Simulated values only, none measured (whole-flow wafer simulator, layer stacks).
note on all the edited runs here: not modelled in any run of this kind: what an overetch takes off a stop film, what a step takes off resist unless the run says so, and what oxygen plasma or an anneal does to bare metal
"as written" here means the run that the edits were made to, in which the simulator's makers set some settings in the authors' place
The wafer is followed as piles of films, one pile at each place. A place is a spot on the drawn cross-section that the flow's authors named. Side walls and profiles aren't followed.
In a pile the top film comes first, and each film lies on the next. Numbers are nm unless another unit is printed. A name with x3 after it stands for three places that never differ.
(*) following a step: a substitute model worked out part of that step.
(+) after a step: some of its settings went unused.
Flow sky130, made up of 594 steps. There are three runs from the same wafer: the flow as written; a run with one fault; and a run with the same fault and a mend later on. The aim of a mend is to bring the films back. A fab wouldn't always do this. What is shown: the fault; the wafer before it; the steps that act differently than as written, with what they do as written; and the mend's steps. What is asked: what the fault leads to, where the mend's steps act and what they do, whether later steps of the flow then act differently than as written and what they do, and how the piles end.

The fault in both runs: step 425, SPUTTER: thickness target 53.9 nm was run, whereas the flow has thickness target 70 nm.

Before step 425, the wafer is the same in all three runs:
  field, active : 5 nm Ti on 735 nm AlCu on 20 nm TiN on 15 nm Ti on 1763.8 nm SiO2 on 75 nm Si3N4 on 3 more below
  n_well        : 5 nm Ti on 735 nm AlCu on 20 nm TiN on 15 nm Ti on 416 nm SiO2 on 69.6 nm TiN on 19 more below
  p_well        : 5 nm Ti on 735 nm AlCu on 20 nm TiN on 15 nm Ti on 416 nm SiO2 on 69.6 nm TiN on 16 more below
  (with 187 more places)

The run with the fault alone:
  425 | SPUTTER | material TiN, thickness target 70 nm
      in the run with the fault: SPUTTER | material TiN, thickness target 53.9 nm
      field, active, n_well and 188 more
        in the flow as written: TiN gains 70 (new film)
        in the run with the fault: TiN gains 53.9 (new film)
  Steps further on in the flow that do not act as written (17 more steps, not shown, differ only slightly: by at most 2% or 0.5 nm, whichever is larger):
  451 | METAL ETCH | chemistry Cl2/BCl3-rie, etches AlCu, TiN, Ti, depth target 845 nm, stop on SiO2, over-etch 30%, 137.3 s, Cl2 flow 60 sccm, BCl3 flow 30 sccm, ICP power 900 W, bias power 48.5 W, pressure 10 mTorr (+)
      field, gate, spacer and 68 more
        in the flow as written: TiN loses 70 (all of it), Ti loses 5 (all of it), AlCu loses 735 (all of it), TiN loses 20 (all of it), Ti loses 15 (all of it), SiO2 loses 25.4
        in the run with the fault: TiN loses 53.9 (all of it), Ti loses 5 (all of it), AlCu loses 735 (all of it), TiN loses 20 (all of it), Ti loses 15 (all of it), SiO2 loses 27
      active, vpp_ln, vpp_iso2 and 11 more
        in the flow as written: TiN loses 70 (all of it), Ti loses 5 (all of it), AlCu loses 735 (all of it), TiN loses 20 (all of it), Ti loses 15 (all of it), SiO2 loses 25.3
        in the run with the fault: TiN loses 53.9 (all of it), Ti loses 5 (all of it), AlCu loses 735 (all of it), TiN loses 20 (all of it), Ti loses 15 (all of it), SiO2 loses 27
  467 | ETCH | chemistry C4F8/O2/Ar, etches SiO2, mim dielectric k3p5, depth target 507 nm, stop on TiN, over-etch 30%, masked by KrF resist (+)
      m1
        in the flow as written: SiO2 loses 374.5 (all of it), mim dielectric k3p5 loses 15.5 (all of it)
        in the run with the fault: SiO2 loses 390.6 (all of it), mim dielectric k3p5 loses 15.5 (all of it)
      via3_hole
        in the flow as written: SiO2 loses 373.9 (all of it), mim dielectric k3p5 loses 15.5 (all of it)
        in the run with the fault: SiO2 loses 390 (all of it), mim dielectric k3p5 loses 15.5 (all of it)
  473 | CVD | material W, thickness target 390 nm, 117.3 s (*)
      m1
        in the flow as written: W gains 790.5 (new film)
        in the run with the fault: W gains 806.8 (new film)
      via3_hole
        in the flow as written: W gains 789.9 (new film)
        in the run with the fault: W gains 806.2 (new film)
  At n_well, p_well, gate_hv and 104 more, the piles at the end differ from the flow's by more than 2% or 0.5 nm, whichever is larger.
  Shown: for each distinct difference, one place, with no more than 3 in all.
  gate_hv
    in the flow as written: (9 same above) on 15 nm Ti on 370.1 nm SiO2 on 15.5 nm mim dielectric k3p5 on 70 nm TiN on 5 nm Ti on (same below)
    in the run with the fault: (9 same above) on 15 nm Ti on 386.2 nm SiO2 on 15.5 nm mim dielectric k3p5 on 53.9 nm TiN on 5 nm Ti on (same below)
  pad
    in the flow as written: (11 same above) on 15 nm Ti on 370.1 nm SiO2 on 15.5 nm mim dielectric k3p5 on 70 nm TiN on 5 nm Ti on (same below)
    in the run with the fault: (11 same above) on 15 nm Ti on 386.2 nm SiO2 on 15.5 nm mim dielectric k3p5 on 53.9 nm TiN on 5 nm Ti on (same below)
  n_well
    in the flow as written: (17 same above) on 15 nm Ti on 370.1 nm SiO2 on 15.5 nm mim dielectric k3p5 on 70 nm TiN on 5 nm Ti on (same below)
    in the run with the fault: (17 same above) on 15 nm Ti on 386.2 nm SiO2 on 15.5 nm mim dielectric k3p5 on 53.9 nm TiN on 5 nm Ti on (same below)

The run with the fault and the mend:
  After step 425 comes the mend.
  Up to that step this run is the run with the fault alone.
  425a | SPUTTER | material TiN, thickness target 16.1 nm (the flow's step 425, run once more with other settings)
      field, active, n_well and 188 more
        TiN gains 16.1
  None of the later steps of the flow acts differently than as written at any place that is followed.
  The piles end the same as the flow's at every place that both follow.
